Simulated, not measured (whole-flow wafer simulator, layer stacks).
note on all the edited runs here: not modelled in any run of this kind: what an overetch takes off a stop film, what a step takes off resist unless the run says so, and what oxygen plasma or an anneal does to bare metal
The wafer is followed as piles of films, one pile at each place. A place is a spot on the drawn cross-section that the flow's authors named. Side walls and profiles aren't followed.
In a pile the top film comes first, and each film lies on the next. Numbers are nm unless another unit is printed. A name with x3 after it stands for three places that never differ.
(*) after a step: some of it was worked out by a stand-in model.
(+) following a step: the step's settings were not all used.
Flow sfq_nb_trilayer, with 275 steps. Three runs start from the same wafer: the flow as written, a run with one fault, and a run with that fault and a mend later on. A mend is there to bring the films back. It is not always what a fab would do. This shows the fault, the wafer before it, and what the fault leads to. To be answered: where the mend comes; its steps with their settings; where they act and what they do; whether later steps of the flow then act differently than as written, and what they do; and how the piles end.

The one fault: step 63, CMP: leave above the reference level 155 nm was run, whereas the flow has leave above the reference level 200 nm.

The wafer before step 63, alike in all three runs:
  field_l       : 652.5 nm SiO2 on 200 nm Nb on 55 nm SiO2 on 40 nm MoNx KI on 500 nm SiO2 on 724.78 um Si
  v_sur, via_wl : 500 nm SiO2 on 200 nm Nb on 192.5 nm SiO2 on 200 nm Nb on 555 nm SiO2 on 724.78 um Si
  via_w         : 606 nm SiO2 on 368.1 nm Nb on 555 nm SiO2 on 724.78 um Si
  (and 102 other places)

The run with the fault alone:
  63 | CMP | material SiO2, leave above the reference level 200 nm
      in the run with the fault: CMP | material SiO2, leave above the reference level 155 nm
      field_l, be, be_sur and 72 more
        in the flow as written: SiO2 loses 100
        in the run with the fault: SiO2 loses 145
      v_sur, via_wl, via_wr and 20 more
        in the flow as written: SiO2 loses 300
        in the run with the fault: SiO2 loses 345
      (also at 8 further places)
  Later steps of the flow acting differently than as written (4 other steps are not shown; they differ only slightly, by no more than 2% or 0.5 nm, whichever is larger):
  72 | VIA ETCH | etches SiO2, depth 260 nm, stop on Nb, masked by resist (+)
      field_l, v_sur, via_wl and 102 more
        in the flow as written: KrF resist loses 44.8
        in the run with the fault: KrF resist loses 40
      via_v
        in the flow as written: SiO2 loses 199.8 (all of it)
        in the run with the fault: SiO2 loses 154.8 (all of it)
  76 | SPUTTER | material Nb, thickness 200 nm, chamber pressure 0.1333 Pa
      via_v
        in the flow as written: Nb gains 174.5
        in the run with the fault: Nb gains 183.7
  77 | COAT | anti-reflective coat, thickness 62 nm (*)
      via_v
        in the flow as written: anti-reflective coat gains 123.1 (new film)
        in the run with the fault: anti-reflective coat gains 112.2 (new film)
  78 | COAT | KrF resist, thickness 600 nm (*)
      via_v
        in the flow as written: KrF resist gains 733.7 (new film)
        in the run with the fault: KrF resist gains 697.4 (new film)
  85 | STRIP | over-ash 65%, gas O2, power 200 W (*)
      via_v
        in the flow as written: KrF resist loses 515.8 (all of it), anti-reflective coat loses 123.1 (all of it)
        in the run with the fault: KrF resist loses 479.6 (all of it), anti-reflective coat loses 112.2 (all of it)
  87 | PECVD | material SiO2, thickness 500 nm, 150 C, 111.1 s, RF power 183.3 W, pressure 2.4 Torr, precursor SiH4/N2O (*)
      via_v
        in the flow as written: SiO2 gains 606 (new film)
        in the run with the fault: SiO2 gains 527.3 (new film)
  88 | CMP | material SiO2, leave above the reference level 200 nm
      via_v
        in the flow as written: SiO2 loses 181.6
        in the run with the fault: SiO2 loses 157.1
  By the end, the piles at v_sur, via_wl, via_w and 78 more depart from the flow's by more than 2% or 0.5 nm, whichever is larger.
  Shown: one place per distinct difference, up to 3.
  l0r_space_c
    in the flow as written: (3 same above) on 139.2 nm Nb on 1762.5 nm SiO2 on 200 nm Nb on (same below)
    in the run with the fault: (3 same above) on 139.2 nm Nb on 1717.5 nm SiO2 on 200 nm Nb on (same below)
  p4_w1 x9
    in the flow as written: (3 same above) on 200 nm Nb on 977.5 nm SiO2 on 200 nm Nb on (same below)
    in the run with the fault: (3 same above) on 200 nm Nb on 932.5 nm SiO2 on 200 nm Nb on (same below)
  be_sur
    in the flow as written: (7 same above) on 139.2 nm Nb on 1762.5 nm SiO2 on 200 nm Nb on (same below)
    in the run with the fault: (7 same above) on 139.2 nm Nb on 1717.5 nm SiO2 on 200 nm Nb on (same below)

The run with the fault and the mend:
  The mend follows step 64.
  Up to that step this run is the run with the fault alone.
  64a | PECVD | material SiO2, thickness 45 nm, 150 C, 10 s, RF power 183.3 W, pressure 2.4 Torr, precursor SiH4/N2O (a further turn of the flow's step 62, with different settings)
      field_l, v_sur, via_wl and 103 more
        SiO2 gains 45
  None of the later steps of the flow differs from how it acts as written, at any place that is followed, by more than 2% or 0.5 nm, whichever is larger.
  The piles end only slightly different from the flow's at the places that both follow, by no more than 2% or 0.5 nm, whichever is larger.
